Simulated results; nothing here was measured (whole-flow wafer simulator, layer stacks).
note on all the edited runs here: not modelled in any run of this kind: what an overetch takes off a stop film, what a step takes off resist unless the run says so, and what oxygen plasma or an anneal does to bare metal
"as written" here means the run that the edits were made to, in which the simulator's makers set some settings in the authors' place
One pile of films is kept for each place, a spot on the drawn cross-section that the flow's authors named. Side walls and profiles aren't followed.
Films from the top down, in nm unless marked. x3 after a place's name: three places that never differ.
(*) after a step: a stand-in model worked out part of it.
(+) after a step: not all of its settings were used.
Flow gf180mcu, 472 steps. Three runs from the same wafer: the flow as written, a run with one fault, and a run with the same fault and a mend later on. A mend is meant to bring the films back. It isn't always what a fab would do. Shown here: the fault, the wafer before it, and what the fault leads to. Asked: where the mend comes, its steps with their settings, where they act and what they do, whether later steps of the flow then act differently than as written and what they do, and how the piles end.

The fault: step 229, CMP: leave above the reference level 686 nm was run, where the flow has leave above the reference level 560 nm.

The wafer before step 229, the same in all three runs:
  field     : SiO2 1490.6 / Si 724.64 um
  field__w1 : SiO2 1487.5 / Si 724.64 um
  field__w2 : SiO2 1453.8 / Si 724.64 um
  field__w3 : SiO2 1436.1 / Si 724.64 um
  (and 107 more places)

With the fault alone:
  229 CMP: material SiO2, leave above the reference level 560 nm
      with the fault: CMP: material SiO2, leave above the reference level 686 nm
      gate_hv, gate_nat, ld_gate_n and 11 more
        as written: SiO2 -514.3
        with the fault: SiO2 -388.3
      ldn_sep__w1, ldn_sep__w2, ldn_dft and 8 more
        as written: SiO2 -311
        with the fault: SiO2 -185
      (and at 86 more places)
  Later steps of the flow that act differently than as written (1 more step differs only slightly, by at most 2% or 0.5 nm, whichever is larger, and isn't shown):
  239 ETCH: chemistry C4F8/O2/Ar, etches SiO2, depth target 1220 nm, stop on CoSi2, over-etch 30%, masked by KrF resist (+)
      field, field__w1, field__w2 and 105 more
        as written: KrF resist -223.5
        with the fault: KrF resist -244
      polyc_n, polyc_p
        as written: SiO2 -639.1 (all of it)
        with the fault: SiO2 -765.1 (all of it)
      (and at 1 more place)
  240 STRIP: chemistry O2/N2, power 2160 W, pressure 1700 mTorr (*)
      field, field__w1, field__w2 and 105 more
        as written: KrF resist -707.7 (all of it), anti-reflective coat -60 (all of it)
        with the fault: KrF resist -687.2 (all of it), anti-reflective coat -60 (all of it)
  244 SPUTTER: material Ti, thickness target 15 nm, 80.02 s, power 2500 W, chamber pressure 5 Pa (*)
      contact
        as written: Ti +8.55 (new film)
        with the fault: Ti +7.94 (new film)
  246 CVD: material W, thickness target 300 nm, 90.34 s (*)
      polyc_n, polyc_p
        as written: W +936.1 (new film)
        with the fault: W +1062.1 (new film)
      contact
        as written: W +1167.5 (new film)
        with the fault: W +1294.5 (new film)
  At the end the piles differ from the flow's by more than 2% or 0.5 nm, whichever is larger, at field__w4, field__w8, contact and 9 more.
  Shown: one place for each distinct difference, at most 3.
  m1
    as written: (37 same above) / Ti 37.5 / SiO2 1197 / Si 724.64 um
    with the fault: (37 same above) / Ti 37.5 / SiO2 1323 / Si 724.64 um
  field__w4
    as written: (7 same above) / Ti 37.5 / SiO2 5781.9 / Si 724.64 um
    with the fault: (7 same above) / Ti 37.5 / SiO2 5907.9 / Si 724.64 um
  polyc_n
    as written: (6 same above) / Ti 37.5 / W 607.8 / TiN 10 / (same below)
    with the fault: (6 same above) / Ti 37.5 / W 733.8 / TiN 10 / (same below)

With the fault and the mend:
  The mend comes after step 229.
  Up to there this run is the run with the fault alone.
  229a CMP: material SiO2, leave above the reference level 560 nm (the flow's step 229 once more)
      field, field__w1, field__w2 and 108 more
        SiO2 -126
  No later step of the flow acts differently than as written at any place that is followed.
  At the end the piles are the same as the flow's at every place that both follow.
